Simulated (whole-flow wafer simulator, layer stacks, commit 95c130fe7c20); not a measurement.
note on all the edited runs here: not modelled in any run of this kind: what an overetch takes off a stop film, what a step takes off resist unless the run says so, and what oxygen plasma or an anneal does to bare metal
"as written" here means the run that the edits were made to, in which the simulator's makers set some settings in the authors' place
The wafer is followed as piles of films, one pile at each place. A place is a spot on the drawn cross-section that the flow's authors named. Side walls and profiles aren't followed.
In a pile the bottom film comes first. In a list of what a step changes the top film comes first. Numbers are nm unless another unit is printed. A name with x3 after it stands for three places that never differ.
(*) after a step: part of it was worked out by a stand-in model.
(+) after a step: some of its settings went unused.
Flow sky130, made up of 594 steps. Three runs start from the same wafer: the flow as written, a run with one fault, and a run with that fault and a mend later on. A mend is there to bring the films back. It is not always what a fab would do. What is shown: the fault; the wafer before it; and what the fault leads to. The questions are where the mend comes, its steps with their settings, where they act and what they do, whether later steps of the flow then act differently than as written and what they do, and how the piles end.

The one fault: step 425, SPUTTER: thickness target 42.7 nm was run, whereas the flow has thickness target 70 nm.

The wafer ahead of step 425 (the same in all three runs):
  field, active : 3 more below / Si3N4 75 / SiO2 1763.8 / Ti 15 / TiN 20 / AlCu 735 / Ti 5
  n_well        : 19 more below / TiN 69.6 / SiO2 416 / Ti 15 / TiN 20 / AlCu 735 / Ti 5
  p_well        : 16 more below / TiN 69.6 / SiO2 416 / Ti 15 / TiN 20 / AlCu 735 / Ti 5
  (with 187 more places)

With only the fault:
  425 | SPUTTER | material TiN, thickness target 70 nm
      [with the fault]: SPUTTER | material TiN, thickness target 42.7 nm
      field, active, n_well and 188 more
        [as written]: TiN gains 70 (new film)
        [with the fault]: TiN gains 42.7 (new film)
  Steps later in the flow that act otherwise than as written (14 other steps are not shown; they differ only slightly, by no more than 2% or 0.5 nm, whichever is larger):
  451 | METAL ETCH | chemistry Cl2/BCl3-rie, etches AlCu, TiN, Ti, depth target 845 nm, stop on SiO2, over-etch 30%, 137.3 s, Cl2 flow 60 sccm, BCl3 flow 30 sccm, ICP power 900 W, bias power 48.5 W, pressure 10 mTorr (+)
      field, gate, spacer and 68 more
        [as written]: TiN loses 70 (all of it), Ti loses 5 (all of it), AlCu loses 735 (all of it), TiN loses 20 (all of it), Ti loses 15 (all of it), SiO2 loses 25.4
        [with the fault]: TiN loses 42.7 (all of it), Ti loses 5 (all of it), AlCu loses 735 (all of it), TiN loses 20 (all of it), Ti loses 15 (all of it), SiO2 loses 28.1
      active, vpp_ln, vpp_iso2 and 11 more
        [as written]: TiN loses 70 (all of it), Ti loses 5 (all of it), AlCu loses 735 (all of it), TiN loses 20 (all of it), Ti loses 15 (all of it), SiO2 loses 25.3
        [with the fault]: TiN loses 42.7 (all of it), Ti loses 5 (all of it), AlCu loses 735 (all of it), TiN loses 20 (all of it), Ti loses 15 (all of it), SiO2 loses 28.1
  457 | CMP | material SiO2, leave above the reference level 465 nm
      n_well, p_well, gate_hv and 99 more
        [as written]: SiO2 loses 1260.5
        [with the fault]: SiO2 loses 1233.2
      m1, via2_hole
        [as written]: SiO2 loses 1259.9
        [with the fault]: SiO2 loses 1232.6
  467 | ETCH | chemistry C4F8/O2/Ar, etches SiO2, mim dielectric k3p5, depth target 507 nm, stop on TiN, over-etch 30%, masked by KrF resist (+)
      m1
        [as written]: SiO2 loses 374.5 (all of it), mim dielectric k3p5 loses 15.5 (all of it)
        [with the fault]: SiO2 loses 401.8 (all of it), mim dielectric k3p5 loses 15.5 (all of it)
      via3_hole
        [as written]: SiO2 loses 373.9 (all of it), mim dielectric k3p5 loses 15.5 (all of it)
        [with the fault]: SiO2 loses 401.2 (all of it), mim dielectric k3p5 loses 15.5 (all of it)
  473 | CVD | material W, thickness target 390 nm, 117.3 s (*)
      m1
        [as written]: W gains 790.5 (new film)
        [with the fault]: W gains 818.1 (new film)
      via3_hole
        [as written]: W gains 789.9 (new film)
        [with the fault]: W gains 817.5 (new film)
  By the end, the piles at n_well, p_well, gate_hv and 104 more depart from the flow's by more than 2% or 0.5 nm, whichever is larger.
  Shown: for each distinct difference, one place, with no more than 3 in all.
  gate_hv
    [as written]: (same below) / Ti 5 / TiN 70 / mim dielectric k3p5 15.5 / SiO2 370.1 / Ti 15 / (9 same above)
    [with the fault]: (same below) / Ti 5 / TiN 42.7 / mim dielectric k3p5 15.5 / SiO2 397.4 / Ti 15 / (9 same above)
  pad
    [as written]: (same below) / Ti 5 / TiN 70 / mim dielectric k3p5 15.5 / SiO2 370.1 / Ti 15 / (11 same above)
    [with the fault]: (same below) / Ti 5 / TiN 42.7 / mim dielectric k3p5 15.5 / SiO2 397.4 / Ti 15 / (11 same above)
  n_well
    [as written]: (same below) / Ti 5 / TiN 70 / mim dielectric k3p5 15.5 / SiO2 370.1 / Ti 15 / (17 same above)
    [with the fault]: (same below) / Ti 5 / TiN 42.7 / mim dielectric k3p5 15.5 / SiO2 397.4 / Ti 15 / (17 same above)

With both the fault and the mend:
  After step 425 comes the mend.
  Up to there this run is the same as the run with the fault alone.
  425a | SPUTTER | material TiN, thickness target 27.3 nm (a further turn of the flow's step 425, with different settings)
      field, active, n_well and 188 more
        TiN gains 27.3
  None of the later steps of the flow acts differently than as written at any place that is followed.
  At every place that both follow, the piles at the end match the flow's.
